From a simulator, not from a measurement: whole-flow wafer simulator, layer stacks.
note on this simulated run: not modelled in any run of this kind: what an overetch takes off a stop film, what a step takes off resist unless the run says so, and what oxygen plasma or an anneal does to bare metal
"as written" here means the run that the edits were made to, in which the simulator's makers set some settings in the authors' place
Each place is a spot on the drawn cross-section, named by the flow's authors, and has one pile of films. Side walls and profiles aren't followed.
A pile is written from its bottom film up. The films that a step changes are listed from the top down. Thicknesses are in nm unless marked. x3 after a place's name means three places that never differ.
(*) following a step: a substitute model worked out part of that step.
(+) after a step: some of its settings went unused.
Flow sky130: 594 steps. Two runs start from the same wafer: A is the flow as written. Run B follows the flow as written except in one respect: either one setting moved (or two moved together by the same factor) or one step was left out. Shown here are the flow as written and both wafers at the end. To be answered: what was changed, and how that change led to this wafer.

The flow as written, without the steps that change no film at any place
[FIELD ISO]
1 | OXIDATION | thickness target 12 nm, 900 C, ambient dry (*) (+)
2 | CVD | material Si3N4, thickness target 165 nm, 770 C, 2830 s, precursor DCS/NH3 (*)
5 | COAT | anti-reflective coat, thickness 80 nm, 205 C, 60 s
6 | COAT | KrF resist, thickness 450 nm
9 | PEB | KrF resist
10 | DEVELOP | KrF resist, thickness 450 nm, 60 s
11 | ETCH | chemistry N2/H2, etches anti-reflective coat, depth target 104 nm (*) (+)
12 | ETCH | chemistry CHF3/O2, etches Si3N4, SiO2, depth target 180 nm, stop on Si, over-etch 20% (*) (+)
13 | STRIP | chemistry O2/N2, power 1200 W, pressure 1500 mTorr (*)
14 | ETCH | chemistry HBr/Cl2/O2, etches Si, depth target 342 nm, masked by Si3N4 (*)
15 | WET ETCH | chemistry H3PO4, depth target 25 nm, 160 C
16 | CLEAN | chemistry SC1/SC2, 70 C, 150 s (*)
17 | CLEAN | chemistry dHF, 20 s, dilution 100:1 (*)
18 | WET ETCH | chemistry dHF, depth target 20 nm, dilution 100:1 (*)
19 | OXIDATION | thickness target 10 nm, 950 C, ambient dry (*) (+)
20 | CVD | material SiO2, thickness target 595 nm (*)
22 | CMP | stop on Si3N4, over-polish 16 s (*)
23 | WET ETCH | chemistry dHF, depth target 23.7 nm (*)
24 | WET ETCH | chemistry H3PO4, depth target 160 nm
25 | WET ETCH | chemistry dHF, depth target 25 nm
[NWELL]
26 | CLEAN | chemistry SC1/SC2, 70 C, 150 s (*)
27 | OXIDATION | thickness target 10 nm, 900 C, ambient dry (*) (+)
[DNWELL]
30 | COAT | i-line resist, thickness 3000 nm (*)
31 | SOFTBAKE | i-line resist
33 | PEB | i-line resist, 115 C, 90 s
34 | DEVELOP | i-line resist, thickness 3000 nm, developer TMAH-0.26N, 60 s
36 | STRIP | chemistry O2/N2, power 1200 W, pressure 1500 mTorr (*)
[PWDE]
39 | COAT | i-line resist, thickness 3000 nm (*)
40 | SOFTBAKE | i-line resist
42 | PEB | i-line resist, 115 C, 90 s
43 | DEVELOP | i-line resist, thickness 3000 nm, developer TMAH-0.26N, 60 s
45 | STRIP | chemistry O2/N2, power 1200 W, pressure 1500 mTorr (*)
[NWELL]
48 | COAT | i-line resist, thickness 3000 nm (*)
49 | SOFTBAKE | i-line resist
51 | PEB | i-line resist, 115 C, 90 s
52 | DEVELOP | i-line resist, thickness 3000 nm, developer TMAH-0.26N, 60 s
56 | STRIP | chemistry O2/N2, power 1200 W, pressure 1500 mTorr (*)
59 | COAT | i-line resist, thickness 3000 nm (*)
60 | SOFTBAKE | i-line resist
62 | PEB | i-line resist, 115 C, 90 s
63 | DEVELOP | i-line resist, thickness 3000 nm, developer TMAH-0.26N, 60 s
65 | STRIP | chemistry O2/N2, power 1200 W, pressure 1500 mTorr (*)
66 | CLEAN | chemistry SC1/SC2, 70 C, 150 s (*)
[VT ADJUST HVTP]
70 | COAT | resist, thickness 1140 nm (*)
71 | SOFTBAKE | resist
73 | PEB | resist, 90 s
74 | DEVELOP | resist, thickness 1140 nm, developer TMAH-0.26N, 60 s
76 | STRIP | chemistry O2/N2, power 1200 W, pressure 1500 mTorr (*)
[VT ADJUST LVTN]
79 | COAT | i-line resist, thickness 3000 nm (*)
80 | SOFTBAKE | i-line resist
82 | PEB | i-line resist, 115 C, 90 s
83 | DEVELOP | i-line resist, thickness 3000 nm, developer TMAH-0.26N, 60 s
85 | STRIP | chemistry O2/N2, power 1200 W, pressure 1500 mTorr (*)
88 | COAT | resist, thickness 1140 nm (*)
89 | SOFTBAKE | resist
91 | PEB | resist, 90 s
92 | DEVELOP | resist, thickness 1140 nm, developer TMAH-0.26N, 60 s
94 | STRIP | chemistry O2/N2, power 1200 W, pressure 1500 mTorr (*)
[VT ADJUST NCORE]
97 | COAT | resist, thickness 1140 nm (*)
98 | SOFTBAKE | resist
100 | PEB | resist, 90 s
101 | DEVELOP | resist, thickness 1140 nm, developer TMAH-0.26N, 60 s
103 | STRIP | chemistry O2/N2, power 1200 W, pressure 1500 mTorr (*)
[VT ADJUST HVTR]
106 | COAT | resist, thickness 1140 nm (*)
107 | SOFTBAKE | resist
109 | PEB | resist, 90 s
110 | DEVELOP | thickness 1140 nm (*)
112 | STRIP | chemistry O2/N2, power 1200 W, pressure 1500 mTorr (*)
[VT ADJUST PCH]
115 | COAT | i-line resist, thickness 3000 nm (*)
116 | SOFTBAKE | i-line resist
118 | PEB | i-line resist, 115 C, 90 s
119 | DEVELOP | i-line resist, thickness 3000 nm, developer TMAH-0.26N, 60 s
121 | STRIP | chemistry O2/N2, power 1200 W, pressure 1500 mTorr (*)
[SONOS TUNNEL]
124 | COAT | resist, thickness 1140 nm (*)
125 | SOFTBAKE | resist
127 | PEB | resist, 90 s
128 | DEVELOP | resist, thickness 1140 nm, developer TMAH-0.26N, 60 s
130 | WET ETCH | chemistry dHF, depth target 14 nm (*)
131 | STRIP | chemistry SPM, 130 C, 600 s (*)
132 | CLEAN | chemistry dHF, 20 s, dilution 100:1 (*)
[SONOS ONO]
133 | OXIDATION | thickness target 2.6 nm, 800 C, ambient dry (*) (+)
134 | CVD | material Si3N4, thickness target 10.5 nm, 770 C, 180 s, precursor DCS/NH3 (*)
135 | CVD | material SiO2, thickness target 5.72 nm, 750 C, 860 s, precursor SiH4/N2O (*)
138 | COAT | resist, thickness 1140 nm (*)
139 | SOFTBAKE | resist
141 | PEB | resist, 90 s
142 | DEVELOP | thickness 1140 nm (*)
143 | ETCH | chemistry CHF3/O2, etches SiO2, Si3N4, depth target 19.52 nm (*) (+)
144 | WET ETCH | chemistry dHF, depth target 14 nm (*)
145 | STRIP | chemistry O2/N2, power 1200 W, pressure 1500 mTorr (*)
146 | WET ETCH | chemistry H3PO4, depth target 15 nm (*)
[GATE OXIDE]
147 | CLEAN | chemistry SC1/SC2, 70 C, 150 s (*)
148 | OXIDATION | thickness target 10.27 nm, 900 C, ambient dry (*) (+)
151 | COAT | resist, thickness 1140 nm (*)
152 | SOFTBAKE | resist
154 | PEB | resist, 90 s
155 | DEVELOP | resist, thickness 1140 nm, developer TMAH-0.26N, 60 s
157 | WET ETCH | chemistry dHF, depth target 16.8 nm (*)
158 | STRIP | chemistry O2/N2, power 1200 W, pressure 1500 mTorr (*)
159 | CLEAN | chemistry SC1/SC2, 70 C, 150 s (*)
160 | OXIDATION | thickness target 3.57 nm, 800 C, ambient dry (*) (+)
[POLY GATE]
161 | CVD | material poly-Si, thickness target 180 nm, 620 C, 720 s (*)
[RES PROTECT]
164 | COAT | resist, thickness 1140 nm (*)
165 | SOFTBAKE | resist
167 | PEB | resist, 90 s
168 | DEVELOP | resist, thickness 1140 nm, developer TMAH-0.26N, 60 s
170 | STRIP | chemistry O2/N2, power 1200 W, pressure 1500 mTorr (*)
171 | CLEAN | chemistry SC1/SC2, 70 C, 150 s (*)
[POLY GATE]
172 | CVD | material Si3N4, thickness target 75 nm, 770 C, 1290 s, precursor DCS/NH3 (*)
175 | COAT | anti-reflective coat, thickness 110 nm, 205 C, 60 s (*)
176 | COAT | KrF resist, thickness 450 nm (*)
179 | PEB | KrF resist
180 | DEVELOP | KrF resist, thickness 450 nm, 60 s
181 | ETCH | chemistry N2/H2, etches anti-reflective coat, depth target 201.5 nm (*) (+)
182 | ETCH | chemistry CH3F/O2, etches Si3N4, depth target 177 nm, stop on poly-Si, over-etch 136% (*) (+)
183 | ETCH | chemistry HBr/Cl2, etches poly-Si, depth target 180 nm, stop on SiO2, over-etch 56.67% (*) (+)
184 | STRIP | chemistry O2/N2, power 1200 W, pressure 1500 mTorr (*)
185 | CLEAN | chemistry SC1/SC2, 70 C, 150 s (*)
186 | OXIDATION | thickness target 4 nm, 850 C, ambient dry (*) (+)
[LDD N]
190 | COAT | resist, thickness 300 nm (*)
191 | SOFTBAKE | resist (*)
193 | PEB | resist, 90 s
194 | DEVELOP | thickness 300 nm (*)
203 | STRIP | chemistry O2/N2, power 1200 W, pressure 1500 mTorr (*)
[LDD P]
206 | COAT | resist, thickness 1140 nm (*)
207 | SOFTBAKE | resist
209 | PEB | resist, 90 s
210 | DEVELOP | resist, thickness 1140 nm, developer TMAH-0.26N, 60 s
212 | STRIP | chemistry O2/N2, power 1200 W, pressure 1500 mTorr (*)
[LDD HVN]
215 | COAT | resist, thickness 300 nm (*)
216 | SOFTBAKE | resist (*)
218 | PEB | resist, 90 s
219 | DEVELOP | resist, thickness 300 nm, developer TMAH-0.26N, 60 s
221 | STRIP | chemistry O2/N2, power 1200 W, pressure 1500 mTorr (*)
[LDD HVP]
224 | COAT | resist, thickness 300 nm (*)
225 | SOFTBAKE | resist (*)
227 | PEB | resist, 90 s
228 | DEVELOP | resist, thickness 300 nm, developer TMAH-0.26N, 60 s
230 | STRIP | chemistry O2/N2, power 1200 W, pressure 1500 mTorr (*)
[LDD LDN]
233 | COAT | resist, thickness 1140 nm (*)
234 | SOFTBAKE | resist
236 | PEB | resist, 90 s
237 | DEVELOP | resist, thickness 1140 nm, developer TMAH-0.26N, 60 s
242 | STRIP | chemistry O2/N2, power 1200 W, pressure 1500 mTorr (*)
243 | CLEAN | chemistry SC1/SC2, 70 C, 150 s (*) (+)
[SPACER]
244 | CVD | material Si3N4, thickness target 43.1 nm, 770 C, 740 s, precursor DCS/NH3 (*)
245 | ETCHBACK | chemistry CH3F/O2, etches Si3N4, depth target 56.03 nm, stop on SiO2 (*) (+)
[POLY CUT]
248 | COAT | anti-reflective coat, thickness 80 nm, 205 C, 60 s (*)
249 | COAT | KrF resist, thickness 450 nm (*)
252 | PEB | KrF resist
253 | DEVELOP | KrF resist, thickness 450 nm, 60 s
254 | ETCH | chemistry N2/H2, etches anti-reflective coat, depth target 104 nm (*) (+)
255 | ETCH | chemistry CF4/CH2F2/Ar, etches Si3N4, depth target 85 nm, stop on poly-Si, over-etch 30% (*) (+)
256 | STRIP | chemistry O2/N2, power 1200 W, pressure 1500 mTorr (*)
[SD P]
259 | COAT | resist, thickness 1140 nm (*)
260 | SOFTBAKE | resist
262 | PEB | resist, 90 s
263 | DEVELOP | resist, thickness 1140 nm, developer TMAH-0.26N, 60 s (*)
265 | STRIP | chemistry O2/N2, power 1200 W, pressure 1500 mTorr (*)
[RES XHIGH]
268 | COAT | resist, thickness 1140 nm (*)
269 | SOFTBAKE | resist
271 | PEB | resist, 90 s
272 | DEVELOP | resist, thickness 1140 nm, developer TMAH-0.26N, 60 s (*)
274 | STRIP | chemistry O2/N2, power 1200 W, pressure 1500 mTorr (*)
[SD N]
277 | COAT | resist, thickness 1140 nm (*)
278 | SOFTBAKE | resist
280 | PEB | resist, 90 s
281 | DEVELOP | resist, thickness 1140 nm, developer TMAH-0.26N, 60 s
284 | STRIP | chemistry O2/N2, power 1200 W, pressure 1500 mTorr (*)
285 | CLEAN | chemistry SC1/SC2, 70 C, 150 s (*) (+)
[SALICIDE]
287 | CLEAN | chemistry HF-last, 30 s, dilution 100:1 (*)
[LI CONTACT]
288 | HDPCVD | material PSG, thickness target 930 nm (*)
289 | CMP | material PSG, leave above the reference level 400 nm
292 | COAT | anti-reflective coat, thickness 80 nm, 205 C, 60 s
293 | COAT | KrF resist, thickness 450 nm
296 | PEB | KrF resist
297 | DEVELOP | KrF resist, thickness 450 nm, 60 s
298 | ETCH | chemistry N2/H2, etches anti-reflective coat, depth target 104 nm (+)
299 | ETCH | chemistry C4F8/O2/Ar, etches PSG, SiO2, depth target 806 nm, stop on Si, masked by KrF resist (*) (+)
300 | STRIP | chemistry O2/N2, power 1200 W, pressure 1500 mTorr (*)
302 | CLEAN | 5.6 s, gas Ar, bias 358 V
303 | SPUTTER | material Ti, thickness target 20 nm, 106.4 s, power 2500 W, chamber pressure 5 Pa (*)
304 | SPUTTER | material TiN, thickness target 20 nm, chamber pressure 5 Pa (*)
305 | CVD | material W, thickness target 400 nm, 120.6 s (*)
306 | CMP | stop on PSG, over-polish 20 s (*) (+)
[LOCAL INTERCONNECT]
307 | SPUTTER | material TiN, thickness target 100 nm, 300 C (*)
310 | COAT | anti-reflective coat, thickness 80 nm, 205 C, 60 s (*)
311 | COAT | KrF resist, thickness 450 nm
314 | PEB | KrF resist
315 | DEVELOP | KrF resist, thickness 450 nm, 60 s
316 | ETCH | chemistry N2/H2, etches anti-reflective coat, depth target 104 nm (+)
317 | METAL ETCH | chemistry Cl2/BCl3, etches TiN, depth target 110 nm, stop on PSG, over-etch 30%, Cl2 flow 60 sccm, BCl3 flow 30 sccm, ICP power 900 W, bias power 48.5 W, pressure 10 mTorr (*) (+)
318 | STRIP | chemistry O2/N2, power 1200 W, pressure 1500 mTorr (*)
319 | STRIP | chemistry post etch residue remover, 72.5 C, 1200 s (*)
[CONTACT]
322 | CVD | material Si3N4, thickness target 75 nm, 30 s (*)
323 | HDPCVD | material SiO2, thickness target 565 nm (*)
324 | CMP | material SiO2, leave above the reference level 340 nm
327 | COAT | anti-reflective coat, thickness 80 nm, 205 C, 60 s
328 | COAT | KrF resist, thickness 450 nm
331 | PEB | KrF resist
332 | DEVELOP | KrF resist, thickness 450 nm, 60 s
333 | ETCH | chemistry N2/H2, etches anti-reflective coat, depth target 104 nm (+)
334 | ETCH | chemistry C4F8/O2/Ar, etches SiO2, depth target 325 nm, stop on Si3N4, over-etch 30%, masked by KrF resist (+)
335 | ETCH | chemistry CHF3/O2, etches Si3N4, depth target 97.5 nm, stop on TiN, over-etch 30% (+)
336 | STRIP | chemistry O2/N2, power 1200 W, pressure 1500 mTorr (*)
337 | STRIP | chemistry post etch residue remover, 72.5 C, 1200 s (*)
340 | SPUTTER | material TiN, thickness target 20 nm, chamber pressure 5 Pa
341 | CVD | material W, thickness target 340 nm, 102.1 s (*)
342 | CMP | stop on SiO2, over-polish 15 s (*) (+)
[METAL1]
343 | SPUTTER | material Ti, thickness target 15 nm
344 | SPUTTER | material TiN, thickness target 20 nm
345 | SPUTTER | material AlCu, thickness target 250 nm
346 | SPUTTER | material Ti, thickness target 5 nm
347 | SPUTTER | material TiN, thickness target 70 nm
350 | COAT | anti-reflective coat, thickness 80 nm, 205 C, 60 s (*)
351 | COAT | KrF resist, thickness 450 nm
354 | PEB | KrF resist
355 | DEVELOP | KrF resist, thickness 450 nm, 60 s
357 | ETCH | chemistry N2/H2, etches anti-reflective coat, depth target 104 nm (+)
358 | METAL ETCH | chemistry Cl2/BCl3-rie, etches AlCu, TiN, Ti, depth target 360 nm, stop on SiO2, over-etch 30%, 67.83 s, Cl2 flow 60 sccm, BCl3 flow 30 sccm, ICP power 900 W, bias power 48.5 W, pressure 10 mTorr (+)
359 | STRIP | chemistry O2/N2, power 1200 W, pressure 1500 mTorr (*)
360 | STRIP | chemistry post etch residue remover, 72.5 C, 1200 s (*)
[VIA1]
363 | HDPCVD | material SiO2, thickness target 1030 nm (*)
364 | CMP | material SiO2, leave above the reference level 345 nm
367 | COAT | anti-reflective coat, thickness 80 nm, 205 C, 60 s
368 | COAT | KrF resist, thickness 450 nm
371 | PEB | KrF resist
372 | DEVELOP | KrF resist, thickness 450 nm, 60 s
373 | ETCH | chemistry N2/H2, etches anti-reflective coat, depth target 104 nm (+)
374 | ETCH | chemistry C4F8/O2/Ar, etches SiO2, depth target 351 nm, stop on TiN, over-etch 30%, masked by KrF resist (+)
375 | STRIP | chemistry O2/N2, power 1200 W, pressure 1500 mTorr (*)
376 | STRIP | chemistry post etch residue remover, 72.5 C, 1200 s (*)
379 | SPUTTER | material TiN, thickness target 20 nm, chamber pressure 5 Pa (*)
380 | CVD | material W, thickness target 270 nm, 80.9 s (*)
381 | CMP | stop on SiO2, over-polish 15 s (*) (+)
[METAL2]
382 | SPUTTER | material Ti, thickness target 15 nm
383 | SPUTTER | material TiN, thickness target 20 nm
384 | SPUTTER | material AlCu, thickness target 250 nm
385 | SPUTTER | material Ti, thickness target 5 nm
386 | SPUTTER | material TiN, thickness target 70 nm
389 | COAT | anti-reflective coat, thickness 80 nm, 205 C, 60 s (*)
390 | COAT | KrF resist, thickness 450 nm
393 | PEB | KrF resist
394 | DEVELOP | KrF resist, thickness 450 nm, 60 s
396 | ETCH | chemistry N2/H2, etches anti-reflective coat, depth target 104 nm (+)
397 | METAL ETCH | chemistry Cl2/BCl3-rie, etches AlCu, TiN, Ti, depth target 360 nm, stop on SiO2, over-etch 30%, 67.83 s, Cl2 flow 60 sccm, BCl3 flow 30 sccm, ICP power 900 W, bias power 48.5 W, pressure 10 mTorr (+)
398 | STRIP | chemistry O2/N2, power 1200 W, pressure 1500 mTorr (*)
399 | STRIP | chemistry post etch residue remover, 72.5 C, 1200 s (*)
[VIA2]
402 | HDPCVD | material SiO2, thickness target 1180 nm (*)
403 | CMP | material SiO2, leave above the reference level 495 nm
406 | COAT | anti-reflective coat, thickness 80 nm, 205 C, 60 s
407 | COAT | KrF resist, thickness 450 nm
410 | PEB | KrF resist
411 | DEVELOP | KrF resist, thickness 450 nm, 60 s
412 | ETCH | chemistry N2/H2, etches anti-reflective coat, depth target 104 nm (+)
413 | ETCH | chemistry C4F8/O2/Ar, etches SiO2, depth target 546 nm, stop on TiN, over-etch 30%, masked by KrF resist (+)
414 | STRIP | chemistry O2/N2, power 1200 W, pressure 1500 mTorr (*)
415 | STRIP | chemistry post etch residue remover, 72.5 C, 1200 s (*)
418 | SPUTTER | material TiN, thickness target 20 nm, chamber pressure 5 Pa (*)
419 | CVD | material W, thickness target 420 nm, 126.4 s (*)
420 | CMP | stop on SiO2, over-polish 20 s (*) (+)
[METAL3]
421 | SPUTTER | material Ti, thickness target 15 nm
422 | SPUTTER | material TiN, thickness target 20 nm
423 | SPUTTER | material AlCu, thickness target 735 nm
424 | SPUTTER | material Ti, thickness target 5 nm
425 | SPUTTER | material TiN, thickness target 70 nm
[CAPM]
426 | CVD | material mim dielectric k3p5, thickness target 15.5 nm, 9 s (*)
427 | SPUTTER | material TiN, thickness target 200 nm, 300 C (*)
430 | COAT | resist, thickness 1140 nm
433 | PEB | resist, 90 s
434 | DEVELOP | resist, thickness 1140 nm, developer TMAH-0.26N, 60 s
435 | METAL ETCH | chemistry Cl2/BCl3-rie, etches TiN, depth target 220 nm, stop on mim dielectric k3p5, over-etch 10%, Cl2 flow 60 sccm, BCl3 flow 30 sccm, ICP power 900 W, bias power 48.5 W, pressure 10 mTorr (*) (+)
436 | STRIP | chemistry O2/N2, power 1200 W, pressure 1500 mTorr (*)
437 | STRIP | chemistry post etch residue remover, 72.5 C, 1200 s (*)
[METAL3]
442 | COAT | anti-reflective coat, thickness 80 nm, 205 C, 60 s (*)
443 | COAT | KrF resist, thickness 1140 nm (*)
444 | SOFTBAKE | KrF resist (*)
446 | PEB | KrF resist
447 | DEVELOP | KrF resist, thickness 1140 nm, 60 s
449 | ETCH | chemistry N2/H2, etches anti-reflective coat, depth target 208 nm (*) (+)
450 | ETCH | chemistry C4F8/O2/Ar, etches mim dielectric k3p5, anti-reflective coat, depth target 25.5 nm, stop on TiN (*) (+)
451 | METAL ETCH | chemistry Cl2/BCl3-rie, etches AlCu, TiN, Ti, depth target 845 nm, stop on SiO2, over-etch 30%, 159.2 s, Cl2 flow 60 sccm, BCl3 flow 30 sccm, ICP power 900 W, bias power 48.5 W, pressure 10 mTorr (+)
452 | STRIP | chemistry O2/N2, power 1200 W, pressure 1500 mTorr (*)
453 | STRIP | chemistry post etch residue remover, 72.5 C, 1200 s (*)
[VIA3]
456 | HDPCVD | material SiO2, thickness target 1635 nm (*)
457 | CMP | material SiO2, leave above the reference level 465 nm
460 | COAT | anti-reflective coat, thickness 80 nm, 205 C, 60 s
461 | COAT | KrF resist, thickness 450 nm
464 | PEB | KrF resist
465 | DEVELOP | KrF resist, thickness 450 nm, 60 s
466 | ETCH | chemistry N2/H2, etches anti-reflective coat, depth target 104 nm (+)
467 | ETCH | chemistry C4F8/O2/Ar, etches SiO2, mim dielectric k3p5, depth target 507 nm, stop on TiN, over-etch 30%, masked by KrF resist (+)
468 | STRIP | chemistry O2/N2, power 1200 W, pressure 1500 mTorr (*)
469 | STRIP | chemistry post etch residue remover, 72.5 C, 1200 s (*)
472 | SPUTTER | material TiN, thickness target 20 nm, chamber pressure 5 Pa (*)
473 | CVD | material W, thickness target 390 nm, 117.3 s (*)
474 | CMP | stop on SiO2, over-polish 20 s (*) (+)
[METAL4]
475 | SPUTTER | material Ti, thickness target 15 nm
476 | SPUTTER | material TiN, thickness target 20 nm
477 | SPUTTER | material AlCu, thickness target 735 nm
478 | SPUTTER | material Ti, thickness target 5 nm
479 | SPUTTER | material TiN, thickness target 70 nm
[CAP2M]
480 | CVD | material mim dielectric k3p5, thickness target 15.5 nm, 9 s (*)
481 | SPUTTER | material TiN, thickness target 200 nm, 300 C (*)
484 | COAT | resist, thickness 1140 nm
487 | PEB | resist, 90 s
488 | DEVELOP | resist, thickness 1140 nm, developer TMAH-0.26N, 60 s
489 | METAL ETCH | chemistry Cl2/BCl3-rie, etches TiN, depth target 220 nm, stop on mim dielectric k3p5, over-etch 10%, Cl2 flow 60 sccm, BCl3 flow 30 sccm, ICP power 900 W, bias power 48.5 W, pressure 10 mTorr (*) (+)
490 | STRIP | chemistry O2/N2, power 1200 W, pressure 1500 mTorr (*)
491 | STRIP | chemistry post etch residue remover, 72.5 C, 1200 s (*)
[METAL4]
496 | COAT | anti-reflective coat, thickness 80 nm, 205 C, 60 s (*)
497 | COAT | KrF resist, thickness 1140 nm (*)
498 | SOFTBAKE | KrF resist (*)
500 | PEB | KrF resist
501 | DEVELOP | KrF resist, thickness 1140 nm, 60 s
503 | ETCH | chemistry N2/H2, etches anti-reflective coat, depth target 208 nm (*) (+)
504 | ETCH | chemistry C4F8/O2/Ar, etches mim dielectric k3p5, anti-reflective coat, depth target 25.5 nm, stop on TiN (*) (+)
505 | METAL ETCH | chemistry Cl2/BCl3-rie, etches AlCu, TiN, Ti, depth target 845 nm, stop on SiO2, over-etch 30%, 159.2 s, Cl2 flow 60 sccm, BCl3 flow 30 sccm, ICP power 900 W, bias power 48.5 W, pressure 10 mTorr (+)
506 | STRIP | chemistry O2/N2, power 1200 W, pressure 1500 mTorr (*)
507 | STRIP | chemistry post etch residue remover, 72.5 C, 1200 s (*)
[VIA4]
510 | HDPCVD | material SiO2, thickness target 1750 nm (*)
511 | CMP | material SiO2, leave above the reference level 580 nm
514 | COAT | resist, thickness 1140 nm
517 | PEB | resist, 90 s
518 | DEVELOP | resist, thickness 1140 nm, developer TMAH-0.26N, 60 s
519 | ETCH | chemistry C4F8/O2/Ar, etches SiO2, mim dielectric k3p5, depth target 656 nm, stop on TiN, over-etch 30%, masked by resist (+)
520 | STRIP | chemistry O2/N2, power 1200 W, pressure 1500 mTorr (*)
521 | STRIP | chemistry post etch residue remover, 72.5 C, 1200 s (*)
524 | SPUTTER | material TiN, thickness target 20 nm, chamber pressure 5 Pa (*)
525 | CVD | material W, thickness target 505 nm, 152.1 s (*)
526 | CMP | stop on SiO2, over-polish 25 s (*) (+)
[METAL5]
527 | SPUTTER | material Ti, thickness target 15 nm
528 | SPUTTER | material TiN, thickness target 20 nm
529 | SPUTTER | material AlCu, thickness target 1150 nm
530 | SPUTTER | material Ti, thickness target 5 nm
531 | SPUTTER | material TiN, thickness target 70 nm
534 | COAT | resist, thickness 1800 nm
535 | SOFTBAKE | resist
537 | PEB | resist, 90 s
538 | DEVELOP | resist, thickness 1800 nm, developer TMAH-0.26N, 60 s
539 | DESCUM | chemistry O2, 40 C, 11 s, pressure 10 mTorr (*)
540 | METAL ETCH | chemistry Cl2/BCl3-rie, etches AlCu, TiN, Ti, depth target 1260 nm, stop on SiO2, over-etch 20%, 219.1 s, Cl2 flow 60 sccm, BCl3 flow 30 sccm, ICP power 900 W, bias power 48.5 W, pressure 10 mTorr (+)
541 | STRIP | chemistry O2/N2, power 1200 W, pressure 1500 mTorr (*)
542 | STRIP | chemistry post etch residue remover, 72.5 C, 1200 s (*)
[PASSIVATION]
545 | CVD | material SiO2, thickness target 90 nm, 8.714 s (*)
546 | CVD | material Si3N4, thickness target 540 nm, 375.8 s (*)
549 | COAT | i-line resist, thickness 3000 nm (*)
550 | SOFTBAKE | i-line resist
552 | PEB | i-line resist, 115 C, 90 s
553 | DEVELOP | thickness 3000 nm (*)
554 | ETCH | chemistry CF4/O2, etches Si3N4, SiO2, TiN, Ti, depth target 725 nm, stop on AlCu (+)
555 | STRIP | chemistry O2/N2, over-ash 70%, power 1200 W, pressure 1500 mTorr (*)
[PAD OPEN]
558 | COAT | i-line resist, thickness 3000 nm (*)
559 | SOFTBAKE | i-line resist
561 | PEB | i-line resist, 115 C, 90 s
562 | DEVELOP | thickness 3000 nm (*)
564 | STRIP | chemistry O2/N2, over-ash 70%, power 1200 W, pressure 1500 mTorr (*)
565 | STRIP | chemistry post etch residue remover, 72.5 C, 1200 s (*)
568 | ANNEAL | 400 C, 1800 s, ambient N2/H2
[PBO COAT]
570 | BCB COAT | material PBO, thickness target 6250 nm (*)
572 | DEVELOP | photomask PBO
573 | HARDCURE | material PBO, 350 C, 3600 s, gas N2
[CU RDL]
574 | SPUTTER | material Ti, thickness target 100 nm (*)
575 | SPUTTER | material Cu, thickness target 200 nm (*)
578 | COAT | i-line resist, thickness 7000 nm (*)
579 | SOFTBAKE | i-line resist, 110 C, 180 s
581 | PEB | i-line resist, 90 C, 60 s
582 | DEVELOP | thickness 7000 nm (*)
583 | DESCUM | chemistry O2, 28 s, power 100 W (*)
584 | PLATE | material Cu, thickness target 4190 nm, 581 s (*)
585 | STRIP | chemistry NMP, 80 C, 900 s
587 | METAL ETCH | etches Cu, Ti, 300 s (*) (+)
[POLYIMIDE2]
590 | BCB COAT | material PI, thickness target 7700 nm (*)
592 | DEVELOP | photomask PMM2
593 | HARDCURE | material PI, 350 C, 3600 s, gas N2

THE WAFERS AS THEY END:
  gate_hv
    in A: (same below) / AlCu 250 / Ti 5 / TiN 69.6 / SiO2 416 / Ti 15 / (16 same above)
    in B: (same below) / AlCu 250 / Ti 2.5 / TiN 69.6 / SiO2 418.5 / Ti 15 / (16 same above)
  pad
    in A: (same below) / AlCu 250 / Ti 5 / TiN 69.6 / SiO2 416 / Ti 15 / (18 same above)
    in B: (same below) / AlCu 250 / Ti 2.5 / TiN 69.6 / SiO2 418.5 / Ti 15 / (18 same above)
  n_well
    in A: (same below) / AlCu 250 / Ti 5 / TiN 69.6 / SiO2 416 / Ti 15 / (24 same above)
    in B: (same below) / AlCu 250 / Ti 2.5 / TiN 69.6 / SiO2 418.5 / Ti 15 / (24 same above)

What caused this: step 385, SPUTTER: thickness target 2.5 nm was run, whereas the flow has thickness target 5 nm.
The wafer itself shows it: gate_hv has Ti 2.5, and step 385 as written asks for 5 nm.

How this came from the change, step by step:
  385 | SPUTTER | material Ti, thickness target 5 nm
      field, active, n_well and 188 more: A Ti gains 5 (new film) | B Ti gains 2.5 (new film)
  397 | METAL ETCH | chemistry Cl2/BCl3-rie, etches AlCu, TiN, Ti, depth target 360 nm, stop on SiO2, over-etch 30%, 67.83 s, Cl2 flow 60 sccm, BCl3 flow 30 sccm, ICP power 900 W, bias power 48.5 W, pressure 10 mTorr (+)
      field, active, gate and 82 more: A TiN loses 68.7 (all of it), Ti loses 5 (all of it), AlCu loses 250 (all of it), TiN loses 20 (all of it), Ti loses 15 (all of it), SiO2 loses 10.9 | B TiN loses 68.7 (all of it), Ti loses 2.5 (all of it), AlCu loses 250 (all of it), TiN loses 20 (all of it), Ti loses 15 (all of it), SiO2 loses 11.2
